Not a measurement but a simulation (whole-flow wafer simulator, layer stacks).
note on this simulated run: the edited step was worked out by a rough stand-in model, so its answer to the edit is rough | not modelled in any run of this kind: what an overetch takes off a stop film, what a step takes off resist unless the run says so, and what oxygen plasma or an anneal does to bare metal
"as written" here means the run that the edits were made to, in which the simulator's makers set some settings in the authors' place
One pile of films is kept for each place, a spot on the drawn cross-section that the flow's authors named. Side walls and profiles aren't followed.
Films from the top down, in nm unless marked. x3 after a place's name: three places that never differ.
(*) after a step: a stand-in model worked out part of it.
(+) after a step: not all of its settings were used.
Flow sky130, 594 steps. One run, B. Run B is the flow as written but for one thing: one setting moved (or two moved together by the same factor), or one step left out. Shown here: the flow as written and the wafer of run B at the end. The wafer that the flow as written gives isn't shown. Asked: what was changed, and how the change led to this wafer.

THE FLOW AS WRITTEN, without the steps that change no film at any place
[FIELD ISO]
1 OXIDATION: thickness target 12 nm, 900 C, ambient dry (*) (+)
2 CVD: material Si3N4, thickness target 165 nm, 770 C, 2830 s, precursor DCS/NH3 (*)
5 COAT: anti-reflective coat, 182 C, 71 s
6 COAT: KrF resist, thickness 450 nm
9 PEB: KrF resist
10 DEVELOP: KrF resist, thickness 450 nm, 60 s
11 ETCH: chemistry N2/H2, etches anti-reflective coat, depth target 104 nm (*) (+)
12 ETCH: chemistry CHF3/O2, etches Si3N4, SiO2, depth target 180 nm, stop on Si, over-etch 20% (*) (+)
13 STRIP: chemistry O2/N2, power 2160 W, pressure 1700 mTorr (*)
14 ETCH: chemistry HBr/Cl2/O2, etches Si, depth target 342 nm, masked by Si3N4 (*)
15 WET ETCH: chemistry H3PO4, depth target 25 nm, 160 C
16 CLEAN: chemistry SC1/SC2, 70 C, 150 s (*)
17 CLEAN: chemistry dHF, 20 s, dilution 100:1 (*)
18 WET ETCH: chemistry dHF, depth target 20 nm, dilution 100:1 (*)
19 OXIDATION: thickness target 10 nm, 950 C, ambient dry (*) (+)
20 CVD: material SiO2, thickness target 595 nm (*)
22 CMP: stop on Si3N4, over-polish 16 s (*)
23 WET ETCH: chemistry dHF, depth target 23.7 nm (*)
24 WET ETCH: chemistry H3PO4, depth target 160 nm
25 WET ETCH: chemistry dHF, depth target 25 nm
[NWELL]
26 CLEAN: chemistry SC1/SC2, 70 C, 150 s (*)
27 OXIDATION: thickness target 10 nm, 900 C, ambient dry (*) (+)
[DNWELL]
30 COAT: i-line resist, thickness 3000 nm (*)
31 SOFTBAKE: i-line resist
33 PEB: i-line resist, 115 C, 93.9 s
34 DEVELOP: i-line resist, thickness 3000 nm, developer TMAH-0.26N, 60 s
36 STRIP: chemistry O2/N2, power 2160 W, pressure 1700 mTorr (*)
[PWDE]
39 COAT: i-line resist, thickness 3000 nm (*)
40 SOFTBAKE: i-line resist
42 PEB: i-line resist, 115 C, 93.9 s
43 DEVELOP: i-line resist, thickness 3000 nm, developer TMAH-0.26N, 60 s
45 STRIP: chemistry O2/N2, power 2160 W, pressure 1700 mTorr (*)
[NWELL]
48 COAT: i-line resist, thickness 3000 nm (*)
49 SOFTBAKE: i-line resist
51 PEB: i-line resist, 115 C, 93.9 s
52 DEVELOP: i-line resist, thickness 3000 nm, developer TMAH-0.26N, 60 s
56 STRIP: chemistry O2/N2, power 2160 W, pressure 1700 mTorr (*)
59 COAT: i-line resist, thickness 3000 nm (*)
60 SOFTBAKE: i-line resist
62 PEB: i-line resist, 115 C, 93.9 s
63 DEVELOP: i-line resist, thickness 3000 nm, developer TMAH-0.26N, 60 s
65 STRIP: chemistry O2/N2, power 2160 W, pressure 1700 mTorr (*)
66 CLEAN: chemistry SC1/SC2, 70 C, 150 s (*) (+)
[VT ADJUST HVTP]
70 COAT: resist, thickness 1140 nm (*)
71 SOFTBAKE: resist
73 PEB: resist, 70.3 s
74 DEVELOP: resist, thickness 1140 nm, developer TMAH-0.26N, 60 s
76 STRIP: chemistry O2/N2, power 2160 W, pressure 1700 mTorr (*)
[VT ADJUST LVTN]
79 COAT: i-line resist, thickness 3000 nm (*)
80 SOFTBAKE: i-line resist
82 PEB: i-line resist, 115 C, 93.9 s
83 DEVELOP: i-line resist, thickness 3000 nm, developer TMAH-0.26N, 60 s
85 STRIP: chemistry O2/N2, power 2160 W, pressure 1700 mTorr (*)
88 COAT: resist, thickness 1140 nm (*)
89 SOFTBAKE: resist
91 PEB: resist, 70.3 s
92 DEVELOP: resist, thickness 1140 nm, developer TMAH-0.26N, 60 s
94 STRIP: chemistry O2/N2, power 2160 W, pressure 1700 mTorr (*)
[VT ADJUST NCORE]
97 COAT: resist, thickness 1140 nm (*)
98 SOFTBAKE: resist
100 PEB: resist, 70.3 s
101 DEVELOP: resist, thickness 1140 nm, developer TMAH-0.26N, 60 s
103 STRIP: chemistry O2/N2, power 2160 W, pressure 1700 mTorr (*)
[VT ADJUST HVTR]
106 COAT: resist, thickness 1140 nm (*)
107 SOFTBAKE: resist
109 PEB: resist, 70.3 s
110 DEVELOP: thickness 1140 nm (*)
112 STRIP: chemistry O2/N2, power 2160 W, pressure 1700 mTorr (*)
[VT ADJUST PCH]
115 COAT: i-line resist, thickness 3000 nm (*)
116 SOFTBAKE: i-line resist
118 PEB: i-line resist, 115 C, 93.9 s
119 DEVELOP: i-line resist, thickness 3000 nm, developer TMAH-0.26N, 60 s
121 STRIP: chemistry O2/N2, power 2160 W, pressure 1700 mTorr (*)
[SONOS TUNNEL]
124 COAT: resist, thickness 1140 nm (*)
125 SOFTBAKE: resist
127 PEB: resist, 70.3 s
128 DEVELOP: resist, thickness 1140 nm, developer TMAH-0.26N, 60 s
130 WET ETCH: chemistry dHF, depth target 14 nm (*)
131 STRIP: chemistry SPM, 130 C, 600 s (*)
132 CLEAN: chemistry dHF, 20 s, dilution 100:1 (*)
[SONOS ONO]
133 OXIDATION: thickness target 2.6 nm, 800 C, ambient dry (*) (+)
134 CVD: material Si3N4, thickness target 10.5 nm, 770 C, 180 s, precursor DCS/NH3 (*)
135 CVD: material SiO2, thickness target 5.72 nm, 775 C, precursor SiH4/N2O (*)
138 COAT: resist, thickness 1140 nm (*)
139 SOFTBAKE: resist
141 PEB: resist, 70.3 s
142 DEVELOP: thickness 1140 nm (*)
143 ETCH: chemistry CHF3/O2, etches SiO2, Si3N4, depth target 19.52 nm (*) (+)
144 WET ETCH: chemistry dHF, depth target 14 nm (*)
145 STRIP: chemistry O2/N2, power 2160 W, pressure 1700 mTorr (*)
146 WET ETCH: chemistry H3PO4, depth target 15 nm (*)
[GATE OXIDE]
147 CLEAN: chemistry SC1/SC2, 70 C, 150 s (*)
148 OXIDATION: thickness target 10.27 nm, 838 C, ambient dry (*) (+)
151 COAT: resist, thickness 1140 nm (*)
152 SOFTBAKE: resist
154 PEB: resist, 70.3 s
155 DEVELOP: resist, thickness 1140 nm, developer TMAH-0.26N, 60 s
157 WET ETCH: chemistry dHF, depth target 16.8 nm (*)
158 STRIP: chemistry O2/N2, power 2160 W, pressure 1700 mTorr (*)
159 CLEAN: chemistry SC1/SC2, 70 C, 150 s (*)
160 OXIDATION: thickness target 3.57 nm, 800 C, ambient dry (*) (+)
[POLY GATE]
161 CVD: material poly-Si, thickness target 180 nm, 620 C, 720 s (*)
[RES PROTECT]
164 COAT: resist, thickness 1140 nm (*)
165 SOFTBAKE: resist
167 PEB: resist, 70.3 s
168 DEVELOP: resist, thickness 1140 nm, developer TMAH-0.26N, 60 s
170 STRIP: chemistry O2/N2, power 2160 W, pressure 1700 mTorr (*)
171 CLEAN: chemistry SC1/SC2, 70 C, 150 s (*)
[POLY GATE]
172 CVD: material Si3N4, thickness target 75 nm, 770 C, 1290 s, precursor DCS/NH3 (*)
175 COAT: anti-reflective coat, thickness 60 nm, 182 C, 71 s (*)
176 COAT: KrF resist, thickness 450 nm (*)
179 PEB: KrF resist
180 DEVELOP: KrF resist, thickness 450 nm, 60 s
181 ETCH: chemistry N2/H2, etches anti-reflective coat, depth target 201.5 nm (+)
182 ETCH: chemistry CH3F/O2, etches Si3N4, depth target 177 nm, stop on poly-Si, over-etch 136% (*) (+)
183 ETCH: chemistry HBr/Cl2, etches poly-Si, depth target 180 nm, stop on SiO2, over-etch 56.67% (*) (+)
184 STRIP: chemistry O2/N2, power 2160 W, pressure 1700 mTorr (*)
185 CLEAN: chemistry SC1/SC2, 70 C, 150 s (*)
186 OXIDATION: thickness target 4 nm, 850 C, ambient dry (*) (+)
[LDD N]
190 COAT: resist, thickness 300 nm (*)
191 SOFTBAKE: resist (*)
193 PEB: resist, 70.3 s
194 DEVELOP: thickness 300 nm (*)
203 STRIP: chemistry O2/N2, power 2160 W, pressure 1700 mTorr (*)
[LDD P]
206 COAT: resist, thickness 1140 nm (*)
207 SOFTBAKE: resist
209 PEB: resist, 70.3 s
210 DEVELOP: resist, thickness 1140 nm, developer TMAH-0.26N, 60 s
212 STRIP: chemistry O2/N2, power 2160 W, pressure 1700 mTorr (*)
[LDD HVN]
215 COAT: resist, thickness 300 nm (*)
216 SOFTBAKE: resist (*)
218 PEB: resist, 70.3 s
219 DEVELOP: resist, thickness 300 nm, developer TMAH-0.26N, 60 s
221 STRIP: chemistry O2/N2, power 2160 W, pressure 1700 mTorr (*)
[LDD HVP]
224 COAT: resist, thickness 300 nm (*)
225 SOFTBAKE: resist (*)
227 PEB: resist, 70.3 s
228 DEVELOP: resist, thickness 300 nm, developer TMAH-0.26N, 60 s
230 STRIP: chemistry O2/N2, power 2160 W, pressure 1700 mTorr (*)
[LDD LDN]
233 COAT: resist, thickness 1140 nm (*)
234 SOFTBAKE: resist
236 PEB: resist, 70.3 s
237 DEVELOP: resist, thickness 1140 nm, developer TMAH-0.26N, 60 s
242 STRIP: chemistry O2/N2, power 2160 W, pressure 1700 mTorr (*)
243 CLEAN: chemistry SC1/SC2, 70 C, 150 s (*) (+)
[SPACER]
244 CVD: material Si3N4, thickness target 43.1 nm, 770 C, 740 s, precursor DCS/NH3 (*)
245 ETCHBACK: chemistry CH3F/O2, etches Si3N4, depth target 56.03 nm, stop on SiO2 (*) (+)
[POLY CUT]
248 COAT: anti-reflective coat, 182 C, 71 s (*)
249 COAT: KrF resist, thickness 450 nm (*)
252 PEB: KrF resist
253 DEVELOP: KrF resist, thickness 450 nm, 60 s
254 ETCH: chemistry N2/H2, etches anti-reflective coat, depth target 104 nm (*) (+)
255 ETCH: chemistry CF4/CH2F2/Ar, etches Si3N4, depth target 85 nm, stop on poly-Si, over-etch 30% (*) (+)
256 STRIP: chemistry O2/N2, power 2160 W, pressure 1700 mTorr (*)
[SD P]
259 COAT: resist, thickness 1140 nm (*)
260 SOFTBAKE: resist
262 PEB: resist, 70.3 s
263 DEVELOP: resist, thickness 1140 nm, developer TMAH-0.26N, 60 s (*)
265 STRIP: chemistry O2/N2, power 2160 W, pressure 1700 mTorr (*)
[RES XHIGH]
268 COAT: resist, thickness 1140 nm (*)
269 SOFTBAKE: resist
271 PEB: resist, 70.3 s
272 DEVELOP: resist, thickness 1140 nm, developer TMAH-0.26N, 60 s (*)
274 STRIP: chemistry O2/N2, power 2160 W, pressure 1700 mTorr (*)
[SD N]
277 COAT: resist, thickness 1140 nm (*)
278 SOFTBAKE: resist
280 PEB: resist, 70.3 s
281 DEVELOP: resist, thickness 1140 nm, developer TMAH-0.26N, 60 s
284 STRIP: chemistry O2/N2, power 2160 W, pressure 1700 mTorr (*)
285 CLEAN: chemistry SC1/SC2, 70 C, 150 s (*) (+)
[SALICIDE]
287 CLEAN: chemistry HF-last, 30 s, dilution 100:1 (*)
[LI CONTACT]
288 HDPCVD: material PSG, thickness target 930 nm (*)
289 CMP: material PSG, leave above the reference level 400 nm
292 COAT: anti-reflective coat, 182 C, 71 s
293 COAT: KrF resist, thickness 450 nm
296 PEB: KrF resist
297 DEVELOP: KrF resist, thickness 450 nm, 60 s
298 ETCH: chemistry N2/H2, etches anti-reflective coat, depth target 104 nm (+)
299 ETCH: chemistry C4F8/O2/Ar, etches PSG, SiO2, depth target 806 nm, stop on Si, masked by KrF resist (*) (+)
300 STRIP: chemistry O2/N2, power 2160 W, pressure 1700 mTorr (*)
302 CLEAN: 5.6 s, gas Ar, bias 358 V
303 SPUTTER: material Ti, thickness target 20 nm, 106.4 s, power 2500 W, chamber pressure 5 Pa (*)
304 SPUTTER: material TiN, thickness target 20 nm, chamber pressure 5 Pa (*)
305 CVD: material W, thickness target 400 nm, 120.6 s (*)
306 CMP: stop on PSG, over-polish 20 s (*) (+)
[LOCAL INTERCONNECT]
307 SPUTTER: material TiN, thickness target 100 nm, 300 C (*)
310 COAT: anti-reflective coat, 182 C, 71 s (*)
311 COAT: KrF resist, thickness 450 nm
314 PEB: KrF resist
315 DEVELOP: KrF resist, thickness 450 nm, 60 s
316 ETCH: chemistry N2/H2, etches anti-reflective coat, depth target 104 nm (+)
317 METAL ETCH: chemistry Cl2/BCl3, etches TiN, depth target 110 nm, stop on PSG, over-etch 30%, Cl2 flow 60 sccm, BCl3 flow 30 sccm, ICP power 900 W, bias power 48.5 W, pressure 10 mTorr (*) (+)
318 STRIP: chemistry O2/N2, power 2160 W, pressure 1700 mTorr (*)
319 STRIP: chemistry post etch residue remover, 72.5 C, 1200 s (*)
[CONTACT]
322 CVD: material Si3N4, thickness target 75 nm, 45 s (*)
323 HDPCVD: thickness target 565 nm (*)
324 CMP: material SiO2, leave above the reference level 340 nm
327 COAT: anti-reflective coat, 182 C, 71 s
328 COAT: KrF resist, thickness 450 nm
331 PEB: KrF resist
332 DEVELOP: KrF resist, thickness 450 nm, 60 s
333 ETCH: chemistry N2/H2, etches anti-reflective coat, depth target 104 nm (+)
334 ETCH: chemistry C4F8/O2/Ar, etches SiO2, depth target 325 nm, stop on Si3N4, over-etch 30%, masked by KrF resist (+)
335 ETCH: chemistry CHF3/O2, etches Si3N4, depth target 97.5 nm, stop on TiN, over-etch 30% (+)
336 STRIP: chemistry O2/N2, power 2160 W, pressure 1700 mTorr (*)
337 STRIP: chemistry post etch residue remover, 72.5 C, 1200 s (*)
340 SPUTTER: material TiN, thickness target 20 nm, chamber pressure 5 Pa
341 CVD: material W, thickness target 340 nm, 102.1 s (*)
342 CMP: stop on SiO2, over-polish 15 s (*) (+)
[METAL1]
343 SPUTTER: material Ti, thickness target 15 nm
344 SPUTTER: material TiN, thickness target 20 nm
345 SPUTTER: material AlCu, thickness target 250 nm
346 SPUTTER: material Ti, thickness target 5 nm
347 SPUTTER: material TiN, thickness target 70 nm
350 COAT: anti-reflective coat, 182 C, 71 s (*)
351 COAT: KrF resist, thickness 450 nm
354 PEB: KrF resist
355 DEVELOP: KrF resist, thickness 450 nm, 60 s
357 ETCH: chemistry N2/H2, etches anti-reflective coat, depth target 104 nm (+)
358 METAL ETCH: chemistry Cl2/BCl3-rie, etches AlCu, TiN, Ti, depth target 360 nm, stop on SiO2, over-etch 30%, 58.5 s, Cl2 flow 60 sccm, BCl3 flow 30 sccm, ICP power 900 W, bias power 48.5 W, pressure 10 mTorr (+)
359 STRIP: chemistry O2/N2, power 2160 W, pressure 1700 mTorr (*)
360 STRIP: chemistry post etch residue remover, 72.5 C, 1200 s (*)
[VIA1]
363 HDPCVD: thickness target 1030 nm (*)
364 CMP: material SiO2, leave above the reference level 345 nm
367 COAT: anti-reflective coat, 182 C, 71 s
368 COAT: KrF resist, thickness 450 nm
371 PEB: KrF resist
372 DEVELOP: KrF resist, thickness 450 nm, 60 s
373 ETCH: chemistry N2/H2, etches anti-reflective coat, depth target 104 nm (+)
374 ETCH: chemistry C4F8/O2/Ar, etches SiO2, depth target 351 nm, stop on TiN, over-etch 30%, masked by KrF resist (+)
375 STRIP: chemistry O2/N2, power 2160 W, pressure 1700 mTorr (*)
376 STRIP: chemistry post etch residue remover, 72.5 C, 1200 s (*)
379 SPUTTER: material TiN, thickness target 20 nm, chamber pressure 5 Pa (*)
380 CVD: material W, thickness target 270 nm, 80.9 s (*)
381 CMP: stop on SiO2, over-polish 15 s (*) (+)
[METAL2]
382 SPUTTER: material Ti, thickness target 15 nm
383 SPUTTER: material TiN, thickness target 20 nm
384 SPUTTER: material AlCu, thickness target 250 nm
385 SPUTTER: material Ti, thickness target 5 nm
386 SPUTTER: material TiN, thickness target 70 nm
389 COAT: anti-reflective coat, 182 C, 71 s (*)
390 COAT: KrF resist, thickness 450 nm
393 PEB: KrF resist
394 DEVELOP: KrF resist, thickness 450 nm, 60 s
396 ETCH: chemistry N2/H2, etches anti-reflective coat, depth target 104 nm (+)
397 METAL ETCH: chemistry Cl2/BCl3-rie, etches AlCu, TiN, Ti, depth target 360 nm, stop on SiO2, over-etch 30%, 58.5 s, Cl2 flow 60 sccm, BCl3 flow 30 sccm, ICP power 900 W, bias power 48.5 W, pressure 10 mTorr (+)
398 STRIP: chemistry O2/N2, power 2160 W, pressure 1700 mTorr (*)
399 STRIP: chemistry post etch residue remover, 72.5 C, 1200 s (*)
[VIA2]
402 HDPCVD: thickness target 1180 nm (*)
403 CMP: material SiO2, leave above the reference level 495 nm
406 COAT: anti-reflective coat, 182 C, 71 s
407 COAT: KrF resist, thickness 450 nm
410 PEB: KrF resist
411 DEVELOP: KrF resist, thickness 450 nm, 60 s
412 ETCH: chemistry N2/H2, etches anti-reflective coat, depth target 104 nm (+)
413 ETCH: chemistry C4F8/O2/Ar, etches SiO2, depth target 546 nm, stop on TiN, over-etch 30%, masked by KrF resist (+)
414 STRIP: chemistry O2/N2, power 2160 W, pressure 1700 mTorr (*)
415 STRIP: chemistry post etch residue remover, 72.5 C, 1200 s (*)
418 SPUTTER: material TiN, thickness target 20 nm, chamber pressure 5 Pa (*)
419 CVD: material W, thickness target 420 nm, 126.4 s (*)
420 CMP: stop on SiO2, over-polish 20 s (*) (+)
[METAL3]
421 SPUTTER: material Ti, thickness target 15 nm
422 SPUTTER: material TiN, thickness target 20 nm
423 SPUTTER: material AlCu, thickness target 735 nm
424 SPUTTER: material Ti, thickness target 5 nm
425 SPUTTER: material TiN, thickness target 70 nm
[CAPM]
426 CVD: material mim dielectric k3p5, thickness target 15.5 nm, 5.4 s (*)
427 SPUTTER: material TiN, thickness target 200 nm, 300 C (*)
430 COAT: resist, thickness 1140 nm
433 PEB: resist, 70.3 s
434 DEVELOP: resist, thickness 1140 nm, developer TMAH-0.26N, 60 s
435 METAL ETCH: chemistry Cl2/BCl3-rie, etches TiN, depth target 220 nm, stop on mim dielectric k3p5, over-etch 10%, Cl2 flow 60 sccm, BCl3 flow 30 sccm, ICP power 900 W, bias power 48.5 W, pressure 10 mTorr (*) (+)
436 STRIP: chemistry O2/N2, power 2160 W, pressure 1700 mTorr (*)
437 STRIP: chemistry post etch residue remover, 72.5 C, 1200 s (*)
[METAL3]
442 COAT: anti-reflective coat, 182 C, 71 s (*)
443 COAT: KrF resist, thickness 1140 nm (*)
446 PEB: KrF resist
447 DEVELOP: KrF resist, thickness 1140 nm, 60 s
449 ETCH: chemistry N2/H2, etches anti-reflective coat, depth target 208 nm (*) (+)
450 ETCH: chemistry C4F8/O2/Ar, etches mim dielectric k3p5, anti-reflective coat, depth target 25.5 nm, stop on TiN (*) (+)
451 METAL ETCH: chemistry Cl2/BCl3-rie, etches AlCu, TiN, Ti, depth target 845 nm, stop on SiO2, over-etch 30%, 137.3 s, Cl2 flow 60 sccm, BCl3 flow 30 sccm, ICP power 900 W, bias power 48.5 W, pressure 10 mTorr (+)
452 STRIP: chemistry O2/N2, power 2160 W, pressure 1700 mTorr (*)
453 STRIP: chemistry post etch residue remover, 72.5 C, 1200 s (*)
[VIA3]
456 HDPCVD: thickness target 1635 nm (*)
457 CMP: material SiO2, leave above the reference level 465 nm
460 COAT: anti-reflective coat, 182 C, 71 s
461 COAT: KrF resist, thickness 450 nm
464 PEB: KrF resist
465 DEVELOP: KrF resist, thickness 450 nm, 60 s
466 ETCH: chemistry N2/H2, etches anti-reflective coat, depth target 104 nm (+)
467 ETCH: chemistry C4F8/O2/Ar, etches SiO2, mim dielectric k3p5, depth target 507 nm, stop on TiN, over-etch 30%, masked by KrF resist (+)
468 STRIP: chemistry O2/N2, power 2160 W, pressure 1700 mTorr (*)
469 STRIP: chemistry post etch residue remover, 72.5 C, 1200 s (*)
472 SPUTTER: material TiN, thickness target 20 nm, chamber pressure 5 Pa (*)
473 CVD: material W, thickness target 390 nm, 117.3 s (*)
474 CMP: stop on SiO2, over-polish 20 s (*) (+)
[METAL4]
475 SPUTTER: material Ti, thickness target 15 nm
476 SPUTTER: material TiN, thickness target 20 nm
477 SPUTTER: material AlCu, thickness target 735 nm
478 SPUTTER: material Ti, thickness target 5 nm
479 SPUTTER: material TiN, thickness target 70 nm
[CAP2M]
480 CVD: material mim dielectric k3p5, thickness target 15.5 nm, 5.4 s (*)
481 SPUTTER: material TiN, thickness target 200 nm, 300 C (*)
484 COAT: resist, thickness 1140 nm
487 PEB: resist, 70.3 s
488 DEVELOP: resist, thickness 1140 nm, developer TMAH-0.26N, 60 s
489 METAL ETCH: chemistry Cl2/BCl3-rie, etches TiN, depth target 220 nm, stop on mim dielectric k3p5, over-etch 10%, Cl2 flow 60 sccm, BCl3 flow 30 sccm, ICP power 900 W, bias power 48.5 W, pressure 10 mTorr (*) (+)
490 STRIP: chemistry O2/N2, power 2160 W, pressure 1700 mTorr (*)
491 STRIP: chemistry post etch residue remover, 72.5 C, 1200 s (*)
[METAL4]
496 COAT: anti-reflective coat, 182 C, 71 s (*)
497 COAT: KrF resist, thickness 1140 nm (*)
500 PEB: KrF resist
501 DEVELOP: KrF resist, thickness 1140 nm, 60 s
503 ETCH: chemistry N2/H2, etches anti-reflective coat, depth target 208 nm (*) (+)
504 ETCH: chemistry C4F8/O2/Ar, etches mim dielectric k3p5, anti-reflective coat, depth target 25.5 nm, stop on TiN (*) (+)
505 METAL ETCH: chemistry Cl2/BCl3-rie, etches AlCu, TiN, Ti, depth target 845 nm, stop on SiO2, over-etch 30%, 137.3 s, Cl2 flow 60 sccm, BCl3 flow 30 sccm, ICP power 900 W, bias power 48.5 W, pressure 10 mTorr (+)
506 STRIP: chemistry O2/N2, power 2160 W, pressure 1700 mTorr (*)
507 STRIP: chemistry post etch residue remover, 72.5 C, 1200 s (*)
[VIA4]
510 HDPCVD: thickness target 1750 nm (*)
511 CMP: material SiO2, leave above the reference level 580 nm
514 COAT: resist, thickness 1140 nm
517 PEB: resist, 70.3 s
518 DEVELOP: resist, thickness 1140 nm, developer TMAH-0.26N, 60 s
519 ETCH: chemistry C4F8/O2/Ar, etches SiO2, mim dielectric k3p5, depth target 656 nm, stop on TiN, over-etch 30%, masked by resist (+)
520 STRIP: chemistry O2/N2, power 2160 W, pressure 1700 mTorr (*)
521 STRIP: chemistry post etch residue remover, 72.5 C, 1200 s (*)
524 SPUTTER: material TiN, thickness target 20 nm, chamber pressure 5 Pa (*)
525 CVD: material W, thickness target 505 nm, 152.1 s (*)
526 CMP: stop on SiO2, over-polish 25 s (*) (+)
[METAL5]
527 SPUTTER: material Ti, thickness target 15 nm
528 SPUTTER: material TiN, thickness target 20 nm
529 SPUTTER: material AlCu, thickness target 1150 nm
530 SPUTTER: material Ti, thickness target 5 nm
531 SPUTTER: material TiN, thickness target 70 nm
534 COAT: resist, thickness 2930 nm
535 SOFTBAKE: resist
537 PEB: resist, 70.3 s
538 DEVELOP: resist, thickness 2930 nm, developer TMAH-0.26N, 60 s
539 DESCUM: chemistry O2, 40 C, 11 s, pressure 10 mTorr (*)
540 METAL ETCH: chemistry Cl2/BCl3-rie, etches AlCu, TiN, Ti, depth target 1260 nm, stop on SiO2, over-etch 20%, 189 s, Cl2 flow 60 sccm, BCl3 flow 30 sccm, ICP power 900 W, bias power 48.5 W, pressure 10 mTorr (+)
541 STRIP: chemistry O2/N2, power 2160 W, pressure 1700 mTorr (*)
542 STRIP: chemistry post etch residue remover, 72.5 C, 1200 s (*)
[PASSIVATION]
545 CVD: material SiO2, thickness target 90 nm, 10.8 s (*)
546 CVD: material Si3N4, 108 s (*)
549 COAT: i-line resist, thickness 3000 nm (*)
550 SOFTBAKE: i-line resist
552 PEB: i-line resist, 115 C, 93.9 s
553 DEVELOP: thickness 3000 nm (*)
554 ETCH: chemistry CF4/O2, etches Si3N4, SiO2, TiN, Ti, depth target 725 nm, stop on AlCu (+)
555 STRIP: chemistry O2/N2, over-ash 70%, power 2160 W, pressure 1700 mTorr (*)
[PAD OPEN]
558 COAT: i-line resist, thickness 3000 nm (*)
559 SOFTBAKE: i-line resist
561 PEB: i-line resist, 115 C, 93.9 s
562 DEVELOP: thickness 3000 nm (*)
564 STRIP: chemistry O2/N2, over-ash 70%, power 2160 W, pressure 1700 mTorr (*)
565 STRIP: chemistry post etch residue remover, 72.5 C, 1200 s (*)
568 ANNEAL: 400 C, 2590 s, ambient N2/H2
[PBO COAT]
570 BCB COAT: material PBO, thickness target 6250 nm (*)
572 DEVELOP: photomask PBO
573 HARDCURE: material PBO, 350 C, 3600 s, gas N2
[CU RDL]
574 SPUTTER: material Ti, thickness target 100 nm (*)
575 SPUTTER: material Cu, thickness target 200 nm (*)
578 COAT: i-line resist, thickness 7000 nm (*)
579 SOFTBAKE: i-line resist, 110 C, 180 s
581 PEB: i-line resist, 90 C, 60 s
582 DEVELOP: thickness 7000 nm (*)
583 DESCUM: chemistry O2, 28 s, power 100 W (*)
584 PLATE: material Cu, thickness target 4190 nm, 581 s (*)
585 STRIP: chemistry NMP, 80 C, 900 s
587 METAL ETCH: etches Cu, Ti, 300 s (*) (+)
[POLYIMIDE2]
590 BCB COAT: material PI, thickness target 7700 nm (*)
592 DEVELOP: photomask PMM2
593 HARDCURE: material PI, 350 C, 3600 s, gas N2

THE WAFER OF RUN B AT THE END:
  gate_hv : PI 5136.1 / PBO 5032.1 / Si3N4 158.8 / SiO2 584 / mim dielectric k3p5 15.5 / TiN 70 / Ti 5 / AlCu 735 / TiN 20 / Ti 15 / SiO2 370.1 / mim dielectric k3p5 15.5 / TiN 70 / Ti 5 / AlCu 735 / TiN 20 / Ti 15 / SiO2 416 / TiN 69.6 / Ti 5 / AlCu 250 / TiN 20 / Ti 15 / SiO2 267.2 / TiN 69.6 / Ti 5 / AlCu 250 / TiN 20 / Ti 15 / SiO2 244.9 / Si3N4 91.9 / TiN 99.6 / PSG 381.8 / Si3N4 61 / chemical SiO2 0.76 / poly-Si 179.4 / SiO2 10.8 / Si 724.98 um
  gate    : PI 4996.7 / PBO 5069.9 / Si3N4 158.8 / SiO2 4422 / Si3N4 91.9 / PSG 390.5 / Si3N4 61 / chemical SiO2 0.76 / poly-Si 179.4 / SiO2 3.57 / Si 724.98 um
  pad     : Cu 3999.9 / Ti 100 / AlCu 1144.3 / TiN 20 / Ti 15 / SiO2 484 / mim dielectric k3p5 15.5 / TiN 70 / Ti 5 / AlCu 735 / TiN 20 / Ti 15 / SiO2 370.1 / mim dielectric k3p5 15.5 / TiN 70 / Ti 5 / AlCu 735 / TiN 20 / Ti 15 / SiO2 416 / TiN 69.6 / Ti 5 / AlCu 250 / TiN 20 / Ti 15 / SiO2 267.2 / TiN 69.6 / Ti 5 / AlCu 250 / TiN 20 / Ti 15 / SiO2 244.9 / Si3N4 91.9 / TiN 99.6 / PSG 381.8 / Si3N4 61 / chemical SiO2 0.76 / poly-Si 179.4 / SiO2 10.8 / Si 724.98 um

The cause: step 322, CVD: thickness target 91.9 nm was run, where the flow has thickness target 75 nm; step 322, CVD: 55.1 s was run, where the flow has 45 s.
It can be read off the wafer: gate_hv has Si3N4 91.9, and step 322 as written asks for 75 nm.

How the change led to this, step by step:
  322 CVD: material Si3N4, thickness target 75 nm, 45 s (*)
      field, active, n_well and 188 more: Si3N4 +91.9 (new film) (as written it would be: Si3N4 +75 (new film))
  324 CMP: material SiO2, leave above the reference level 340 nm
      n_well, p_well, gate_hv and 93 more: SiO2 -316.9 (as written it would be: SiO2 -300)
      field, active, gate and 88 more: SiO2 -217.3 (as written it would be: SiO2 -200.4)
      (and at 4 more places)
  334 ETCH: chemistry C4F8/O2/Ar, etches SiO2, depth target 325 nm, stop on Si3N4, over-etch 30%, masked by KrF resist (+)
      poly_licon, ndiff_licon, ndiff_licon_cpp, rpo_hd_licon: SiO2 -248 (all of it) (as written it would be: SiO2 -264.9 (all of it))
  335 ETCH: chemistry CHF3/O2, etches Si3N4, depth target 97.5 nm, stop on TiN, over-etch 30% (+)
      poly_licon, ndiff_licon, ndiff_licon_cpp, rpo_hd_licon: Si3N4 -91.9 (all of it) (as written it would be: Si3N4 -75 (all of it))
